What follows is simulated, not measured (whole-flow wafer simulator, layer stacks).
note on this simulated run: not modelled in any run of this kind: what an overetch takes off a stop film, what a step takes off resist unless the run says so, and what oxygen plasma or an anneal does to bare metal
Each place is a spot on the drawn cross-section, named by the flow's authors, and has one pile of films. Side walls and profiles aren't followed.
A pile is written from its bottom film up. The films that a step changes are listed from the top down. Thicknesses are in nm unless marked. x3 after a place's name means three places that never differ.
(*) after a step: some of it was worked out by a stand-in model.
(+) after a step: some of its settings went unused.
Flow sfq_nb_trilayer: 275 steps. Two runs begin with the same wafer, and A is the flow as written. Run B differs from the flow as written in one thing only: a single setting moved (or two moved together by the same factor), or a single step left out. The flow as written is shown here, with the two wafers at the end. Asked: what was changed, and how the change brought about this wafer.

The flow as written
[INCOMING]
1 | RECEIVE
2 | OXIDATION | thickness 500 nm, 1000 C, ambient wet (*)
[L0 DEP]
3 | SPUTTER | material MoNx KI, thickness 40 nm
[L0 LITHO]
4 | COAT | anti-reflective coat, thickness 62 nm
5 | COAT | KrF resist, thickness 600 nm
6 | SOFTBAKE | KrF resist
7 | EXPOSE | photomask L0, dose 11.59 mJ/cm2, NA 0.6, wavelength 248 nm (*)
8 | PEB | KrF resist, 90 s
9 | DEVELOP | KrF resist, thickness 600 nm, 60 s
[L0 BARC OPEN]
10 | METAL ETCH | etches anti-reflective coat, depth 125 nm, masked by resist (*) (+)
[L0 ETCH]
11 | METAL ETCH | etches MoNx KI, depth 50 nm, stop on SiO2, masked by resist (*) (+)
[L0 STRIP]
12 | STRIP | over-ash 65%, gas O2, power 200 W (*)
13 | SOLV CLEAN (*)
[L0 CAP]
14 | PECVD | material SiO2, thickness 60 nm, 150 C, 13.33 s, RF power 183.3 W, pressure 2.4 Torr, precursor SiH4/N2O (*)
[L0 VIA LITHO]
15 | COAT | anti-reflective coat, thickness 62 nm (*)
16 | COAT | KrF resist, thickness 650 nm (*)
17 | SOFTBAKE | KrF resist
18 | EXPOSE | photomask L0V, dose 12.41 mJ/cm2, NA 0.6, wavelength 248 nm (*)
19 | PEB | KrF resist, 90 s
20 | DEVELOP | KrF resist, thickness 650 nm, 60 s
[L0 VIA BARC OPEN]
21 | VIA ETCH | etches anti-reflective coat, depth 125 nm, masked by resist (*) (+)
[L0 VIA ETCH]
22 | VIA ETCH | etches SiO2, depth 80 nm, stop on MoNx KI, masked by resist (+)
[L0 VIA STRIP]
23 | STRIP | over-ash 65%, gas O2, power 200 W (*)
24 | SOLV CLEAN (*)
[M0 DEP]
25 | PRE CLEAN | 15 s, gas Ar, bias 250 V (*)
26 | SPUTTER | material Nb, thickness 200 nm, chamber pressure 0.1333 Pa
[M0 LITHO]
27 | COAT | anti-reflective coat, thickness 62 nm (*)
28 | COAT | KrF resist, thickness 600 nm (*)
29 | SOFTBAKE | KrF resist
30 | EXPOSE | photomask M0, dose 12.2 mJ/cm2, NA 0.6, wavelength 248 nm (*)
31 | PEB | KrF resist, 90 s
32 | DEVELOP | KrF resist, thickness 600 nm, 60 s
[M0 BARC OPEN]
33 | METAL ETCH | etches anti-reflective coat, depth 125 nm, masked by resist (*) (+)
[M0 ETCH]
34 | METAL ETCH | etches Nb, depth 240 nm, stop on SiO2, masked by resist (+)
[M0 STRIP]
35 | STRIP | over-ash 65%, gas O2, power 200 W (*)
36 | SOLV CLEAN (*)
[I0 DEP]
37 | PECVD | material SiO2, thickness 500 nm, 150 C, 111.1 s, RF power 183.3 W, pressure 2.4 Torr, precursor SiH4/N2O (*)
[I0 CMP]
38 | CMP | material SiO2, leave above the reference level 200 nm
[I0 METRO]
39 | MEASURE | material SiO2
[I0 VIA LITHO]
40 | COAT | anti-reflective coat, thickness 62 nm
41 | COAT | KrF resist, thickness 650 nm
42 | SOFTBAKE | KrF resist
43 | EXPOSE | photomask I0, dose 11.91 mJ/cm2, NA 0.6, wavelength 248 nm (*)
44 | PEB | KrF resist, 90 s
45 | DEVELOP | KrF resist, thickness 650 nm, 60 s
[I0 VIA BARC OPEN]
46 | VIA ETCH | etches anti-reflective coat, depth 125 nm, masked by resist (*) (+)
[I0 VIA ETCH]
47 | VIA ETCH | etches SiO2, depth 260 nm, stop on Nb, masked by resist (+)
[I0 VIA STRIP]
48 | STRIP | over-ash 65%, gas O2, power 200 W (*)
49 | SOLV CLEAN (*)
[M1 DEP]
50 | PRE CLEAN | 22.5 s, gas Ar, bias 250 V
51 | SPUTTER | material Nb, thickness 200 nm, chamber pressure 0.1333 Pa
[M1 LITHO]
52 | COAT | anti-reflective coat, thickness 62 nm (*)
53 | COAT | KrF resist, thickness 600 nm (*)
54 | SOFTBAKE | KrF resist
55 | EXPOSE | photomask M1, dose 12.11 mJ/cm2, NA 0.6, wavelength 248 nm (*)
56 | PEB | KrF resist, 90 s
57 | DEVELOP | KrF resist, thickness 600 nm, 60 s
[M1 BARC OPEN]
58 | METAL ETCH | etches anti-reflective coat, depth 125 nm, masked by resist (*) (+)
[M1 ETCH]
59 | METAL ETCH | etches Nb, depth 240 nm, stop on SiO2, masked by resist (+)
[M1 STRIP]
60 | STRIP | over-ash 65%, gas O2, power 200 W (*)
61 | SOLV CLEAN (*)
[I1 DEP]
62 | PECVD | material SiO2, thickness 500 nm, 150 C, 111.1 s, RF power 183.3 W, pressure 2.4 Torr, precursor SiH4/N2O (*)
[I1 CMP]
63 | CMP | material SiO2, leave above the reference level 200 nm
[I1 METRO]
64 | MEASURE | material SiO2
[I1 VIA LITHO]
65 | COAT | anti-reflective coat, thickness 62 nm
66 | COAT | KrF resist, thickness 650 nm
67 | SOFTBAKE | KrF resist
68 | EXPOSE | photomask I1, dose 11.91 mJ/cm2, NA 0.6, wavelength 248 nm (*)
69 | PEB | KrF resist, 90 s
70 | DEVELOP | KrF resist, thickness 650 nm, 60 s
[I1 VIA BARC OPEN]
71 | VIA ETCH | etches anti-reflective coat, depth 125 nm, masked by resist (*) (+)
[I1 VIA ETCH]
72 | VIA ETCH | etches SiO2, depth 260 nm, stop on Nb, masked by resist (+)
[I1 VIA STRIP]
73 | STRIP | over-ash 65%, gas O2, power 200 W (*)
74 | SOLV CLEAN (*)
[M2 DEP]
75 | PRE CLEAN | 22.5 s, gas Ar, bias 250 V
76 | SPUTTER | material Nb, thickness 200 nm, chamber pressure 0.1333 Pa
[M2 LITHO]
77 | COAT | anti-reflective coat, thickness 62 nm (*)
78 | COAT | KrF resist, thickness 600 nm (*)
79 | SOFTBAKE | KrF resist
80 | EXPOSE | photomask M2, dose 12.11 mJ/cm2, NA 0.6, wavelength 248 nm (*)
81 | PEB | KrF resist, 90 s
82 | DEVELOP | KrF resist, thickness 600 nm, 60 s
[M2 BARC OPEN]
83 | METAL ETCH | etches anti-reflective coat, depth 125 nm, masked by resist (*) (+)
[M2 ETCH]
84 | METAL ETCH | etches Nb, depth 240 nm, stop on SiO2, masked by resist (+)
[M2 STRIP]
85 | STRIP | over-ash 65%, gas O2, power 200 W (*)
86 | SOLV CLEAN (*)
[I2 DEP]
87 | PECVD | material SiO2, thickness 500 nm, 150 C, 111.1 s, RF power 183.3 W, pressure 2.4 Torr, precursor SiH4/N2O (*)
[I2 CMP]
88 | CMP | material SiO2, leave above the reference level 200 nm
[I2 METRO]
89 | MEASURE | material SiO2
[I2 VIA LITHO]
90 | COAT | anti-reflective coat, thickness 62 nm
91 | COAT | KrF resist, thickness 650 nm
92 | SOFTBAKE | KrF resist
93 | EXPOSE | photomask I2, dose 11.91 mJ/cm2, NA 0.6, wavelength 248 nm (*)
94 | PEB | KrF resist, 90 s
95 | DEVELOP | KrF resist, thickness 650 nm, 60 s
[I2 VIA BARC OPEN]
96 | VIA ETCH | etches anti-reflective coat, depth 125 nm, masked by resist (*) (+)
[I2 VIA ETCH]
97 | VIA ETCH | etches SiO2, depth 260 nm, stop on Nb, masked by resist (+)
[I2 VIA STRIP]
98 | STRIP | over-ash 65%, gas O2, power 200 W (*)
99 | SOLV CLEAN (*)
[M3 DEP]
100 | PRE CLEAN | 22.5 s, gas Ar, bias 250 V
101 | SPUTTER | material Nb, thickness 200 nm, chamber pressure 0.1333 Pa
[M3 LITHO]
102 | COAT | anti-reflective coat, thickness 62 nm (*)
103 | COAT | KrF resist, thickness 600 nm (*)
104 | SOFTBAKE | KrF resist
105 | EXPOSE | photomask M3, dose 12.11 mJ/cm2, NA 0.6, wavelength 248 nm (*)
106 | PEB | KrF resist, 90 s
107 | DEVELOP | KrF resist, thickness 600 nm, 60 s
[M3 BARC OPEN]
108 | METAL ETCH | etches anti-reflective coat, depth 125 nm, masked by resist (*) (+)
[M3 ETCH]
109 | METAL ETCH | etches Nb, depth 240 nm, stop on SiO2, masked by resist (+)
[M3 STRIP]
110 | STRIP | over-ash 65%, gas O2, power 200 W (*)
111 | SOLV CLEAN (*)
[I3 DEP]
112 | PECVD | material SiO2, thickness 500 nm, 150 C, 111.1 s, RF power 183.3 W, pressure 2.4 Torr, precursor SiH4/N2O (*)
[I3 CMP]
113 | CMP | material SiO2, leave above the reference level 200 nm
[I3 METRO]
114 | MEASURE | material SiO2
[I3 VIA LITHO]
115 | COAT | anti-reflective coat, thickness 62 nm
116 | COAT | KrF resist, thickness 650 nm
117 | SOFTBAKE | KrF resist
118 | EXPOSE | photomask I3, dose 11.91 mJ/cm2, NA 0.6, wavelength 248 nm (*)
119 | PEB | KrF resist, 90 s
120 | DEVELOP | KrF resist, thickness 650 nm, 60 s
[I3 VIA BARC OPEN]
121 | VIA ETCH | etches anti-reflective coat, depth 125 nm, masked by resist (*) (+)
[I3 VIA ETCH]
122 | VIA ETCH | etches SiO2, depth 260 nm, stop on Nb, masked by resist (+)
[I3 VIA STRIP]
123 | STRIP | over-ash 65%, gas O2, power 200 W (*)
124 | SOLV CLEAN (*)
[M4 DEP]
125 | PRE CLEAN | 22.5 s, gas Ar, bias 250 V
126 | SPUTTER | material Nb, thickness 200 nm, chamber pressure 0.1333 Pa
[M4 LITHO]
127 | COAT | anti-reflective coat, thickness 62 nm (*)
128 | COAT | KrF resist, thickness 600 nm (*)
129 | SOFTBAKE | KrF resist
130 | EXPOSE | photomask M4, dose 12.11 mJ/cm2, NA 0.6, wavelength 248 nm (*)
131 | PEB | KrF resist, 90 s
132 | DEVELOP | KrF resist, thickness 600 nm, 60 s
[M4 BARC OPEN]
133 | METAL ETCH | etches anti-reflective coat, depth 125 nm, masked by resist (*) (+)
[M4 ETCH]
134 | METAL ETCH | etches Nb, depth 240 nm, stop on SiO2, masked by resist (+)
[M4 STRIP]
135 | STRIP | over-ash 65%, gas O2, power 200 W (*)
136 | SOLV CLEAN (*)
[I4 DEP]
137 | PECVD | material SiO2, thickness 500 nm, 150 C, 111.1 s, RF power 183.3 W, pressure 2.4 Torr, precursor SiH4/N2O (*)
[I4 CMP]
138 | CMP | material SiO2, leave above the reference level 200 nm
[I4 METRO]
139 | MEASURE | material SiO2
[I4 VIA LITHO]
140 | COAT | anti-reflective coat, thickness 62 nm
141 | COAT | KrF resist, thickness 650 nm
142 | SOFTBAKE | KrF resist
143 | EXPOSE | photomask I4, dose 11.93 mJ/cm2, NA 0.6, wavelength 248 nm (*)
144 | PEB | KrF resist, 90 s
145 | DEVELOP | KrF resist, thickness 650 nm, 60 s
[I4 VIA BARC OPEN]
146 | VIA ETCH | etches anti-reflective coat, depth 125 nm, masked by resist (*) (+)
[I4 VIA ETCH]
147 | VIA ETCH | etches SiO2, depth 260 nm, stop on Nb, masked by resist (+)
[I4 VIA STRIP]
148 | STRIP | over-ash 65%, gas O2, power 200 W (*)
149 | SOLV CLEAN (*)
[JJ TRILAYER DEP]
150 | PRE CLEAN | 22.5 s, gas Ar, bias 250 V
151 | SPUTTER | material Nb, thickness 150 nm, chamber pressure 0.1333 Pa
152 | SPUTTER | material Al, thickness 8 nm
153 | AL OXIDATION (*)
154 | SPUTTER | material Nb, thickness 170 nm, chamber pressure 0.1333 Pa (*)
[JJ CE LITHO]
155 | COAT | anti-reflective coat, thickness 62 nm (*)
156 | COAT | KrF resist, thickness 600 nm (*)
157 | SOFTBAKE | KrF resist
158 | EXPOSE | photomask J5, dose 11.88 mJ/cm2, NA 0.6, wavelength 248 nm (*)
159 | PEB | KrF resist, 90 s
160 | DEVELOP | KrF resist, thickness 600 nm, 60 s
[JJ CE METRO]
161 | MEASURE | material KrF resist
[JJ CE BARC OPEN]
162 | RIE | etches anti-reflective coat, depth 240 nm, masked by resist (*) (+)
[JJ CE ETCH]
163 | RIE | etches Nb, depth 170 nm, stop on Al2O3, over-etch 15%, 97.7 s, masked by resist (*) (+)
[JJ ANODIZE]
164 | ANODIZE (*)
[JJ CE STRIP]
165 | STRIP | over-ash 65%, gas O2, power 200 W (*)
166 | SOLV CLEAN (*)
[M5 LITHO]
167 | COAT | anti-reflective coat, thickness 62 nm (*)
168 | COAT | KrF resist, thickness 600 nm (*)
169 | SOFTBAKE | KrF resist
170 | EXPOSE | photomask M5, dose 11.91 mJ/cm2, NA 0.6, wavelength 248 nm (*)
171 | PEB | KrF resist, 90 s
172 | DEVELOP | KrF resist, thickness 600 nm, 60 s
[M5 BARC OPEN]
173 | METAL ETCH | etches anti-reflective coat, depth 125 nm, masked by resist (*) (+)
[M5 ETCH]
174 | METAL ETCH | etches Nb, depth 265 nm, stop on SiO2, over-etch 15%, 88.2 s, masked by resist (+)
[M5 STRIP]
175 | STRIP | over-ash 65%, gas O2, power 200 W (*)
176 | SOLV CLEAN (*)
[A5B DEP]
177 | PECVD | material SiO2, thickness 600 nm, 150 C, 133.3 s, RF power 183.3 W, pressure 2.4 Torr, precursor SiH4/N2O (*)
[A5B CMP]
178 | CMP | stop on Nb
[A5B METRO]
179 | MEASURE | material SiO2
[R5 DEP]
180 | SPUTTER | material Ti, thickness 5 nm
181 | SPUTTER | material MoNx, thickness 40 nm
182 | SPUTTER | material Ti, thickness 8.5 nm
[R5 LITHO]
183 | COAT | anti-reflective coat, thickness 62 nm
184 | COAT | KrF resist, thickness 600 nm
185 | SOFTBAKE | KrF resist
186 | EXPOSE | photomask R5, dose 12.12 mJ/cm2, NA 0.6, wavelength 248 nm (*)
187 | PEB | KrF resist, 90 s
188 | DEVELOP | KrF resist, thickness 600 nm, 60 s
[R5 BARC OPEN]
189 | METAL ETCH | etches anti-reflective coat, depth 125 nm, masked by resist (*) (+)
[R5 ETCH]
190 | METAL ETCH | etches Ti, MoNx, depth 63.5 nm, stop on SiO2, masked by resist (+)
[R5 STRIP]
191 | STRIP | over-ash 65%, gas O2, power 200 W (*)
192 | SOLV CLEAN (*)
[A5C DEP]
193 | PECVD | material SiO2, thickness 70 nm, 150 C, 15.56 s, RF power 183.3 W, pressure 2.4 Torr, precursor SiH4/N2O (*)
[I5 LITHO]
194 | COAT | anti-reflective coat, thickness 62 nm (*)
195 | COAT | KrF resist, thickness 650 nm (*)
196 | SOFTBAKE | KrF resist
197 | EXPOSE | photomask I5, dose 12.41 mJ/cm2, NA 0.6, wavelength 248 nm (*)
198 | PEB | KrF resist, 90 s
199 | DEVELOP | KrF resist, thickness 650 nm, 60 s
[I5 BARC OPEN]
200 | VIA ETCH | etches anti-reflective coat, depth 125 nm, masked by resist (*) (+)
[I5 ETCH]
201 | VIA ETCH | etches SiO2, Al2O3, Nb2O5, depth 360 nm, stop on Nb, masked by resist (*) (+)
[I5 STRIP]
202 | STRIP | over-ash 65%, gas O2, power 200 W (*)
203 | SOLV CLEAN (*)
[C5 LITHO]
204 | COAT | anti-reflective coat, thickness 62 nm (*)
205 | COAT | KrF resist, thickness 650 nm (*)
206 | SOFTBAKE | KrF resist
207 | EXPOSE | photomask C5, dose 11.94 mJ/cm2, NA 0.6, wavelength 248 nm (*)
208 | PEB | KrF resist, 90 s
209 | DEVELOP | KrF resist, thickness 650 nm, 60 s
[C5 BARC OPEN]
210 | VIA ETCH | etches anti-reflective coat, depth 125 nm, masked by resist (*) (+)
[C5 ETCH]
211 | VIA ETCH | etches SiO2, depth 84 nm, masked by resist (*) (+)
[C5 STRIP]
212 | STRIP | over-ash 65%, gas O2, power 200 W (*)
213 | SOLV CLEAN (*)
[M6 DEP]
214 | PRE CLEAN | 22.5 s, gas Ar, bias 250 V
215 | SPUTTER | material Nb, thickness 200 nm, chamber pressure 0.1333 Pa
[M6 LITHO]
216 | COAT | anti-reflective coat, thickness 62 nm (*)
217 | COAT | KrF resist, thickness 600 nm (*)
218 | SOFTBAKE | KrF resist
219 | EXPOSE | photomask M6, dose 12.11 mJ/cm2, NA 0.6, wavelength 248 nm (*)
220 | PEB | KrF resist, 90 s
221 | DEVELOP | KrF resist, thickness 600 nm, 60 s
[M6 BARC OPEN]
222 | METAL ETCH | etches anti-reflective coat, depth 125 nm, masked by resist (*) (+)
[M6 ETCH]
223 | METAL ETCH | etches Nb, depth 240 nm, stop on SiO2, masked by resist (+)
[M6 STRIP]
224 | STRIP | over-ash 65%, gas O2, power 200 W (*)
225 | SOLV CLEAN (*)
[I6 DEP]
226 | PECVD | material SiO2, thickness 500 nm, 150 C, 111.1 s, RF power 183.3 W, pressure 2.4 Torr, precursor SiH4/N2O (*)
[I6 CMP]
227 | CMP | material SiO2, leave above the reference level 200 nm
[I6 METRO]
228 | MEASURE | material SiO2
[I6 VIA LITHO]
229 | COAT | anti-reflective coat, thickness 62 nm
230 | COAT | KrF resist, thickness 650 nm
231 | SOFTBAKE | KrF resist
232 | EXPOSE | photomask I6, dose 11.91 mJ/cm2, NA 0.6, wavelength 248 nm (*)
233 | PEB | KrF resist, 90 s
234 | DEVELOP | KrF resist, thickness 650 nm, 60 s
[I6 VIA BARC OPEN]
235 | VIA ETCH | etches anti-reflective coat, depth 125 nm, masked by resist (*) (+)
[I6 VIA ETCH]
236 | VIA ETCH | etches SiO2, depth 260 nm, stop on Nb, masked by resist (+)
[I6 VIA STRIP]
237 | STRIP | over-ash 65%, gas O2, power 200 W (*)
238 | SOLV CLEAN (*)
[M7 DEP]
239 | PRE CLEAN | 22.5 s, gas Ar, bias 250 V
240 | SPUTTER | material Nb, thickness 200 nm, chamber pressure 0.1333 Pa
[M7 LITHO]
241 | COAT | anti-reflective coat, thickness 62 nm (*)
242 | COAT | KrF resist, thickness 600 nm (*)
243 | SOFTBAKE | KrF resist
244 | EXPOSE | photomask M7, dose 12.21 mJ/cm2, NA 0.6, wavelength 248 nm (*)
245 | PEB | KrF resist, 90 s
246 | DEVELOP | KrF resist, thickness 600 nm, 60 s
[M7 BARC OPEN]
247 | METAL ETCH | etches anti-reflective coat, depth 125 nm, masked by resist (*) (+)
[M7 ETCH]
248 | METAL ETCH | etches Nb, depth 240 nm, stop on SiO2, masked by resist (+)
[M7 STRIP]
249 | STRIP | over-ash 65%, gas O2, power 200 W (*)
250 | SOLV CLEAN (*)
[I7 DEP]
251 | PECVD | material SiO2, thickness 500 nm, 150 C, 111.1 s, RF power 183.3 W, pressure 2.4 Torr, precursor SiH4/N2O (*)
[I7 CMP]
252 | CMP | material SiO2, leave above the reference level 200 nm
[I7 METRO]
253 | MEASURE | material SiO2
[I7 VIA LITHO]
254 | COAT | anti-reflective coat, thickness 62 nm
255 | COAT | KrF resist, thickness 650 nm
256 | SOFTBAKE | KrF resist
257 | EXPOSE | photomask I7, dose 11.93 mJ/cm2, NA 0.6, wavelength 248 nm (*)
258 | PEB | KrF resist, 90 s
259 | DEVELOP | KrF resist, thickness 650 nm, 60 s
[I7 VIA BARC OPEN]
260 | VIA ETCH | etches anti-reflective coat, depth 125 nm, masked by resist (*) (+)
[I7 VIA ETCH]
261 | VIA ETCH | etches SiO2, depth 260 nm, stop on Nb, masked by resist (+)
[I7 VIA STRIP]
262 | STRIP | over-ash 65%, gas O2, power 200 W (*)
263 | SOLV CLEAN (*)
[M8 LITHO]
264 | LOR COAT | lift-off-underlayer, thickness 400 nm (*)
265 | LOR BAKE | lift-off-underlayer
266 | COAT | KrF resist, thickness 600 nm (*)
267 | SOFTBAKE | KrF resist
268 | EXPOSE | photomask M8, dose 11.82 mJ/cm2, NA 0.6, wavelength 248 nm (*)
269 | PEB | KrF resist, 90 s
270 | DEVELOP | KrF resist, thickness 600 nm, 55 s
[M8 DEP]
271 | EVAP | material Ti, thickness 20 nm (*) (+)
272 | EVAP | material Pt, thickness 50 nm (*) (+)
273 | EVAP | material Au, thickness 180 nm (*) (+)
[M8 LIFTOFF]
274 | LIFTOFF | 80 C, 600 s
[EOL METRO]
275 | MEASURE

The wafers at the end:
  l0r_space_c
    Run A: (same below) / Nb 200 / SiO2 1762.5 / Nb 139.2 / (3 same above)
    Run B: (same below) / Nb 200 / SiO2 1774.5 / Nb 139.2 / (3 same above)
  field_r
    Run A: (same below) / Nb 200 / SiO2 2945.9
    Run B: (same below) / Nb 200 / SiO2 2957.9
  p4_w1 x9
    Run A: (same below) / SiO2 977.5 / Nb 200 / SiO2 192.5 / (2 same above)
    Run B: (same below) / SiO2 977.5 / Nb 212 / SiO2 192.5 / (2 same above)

Cause: step 101, SPUTTER: thickness 212 nm was run, whereas the flow has thickness 200 nm.
One can read it off the wafer: p4_w1 x9 has Nb 212, and step 101 as written asks for 200 nm.

Step by step, how the change led to this:
  101 | SPUTTER | material Nb, thickness 200 nm, chamber pressure 0.1333 Pa
      field_l, v_sur, via_wl and 102 more: A Nb gains 200 (new film) | B Nb gains 212 (new film)
      via_w: A Nb gains 165.5 | B Nb gains 175.6
  109 | METAL ETCH | etches Nb, depth 240 nm, stop on SiO2, masked by resist (+)
      field_l, be, be_sur and 72 more: A Nb loses 200 (all of it) | B Nb loses 212 (all of it)
  112 | PECVD | material SiO2, thickness 500 nm, 150 C, 111.1 s, RF power 183.3 W, pressure 2.4 Torr, precursor SiH4/N2O (*)
      p4_g1 x2, p3_s0 x6: A SiO2 gains 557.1 | B SiO2 gains 569.1
  113 | CMP | material SiO2, leave above the reference level 200 nm
      field_l, be, be_sur and 64 more: A SiO2 loses 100 | B SiO2 loses 88
